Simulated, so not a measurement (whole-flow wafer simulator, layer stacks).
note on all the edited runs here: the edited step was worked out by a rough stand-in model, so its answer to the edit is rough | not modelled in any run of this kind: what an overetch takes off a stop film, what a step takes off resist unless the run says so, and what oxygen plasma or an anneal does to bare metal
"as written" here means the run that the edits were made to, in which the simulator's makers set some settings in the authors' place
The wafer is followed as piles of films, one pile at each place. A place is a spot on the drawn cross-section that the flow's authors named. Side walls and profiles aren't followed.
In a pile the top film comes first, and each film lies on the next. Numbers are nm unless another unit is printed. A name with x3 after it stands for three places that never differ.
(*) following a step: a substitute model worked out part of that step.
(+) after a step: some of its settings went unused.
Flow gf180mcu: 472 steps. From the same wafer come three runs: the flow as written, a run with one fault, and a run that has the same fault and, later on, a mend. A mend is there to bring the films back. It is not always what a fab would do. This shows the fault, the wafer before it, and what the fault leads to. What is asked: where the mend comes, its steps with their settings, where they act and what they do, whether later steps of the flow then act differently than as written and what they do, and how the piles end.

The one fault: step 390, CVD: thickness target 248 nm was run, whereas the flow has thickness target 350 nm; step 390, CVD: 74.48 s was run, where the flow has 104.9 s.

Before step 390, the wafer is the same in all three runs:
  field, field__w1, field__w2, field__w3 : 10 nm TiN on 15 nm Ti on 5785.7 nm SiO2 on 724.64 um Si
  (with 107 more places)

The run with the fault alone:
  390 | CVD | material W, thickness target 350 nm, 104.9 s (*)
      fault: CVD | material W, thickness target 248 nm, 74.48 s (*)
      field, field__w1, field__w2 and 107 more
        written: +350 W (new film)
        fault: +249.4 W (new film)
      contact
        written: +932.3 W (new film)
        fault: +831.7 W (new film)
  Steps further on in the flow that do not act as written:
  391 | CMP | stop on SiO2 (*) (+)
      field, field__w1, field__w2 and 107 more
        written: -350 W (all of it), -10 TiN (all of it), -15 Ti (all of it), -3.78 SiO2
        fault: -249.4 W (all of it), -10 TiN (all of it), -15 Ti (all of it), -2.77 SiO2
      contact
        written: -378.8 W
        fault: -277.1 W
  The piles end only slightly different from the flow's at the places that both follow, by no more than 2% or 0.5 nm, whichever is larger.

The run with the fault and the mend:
  The mend follows step 390.
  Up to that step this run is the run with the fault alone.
  390a | CVD | material W, thickness target 102 nm, 30.57 s (the flow's step 390 again, with other settings)
      field, field__w1, field__w2 and 108 more
        +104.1 W
  Every later step of the flow that is run acts as written, at every place that is followed, to within 2% or 0.5 nm, whichever is larger.
  The piles end only slightly different from the flow's at the places that both follow, by no more than 2% or 0.5 nm, whichever is larger.
